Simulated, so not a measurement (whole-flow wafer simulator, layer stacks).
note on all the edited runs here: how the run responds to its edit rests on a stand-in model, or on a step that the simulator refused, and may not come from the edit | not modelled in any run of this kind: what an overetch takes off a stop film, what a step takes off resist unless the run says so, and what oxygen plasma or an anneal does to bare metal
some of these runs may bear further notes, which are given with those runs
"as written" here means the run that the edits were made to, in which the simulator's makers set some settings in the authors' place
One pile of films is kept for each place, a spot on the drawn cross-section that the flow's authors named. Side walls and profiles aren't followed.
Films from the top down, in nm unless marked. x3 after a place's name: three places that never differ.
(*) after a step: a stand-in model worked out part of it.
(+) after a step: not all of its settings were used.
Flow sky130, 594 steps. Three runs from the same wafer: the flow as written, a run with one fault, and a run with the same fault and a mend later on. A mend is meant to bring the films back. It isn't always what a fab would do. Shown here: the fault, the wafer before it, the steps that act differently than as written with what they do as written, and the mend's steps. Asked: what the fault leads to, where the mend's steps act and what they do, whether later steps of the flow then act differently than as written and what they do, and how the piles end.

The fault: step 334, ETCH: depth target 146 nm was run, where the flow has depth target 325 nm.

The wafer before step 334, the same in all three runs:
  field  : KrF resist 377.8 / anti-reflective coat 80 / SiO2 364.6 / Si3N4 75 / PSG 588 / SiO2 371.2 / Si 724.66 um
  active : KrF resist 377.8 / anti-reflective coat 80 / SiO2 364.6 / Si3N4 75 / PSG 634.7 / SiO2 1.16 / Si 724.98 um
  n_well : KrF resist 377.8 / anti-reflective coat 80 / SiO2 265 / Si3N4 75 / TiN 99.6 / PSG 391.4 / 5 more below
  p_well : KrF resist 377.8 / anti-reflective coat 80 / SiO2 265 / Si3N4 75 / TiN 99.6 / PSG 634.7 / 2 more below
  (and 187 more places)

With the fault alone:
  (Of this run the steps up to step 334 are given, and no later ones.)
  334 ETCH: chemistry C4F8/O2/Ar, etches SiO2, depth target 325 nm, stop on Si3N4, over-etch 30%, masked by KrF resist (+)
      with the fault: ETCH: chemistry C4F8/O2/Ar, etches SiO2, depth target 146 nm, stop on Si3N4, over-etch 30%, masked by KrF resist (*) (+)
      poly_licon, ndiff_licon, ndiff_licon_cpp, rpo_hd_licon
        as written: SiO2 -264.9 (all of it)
        with the fault: SiO2 -146
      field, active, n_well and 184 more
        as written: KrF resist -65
        with the fault: KrF resist -29.2
  After step 334 the piles differ from the flow's by more than 2% or 0.5 nm, whichever is larger, at field, active, n_well and 188 more.
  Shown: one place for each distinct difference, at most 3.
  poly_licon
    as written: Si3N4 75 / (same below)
    with the fault: SiO2 118.9 / Si3N4 75 / (same below)
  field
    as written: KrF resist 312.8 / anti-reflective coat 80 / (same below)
    with the fault: KrF resist 348.6 / anti-reflective coat 80 / (same below)

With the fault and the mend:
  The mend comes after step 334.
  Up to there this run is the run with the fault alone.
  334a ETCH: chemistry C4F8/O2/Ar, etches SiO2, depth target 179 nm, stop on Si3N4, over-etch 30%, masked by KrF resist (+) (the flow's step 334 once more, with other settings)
      field, active, n_well and 184 more
        KrF resist -35.8
      poly_licon, ndiff_licon, ndiff_licon_cpp, rpo_hd_licon
        SiO2 -118.9 (all of it)
  No later step of the flow acts differently than as written at any place that is followed.
  At the end the piles are the same as the flow's at every place that both follow.
